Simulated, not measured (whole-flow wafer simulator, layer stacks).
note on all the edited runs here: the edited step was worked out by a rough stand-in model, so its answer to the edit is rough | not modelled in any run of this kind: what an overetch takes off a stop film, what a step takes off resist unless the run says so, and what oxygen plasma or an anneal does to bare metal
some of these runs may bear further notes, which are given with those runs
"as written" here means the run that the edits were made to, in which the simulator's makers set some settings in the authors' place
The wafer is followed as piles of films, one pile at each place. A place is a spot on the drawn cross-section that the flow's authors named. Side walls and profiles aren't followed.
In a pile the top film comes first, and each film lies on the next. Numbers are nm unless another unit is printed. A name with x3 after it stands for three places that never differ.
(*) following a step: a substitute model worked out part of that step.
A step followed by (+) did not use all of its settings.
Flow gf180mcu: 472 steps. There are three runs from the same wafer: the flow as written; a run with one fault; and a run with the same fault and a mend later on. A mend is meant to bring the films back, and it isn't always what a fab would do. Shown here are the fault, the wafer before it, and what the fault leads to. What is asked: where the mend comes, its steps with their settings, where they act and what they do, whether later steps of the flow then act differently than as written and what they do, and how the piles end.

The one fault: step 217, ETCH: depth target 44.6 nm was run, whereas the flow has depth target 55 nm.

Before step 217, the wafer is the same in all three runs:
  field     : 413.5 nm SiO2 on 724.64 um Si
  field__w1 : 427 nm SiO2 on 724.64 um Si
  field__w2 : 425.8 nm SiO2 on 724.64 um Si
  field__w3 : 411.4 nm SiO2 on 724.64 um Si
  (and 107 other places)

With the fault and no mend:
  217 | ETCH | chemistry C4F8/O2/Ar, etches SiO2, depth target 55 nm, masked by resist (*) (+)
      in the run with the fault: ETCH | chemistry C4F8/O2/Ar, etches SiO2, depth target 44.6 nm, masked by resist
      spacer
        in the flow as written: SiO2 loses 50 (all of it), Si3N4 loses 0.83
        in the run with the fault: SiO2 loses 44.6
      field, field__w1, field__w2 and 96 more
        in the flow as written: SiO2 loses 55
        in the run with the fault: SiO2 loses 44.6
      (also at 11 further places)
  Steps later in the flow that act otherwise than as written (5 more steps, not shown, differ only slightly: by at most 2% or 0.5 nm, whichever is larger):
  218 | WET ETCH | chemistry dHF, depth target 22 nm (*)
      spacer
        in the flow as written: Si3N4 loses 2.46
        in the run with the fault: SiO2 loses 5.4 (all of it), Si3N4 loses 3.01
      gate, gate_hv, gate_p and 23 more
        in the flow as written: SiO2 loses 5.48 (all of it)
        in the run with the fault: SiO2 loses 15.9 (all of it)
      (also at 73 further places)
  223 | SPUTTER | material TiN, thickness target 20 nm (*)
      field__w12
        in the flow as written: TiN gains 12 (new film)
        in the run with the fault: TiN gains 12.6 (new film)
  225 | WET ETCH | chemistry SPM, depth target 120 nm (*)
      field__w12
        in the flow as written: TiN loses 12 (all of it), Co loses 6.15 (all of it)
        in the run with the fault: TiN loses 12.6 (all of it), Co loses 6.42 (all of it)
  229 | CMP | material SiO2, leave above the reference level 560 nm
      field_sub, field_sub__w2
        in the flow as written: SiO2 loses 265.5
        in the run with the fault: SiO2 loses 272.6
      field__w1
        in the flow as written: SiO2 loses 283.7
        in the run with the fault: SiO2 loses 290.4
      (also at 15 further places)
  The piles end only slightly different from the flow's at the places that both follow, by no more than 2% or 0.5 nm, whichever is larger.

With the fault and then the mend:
  The mend follows step 217.
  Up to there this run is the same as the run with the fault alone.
  217a | ETCH | chemistry C4F8/O2/Ar, etches SiO2, depth target 10.4 nm, masked by resist (*) (+) (a further turn of the flow's step 217, with different settings)
      field, field__w1, field__w2 and 96 more
        SiO2 loses 10.4
      field__w5, field__w9, field__w13 and 8 more
        resist loses 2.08
      spacer
        SiO2 loses 5.4 (all of it), Si3N4 loses 0.83
  None of the later steps of the flow acts differently than as written at any place that is followed.
  At every place that both follow, the piles at the end match the flow's.
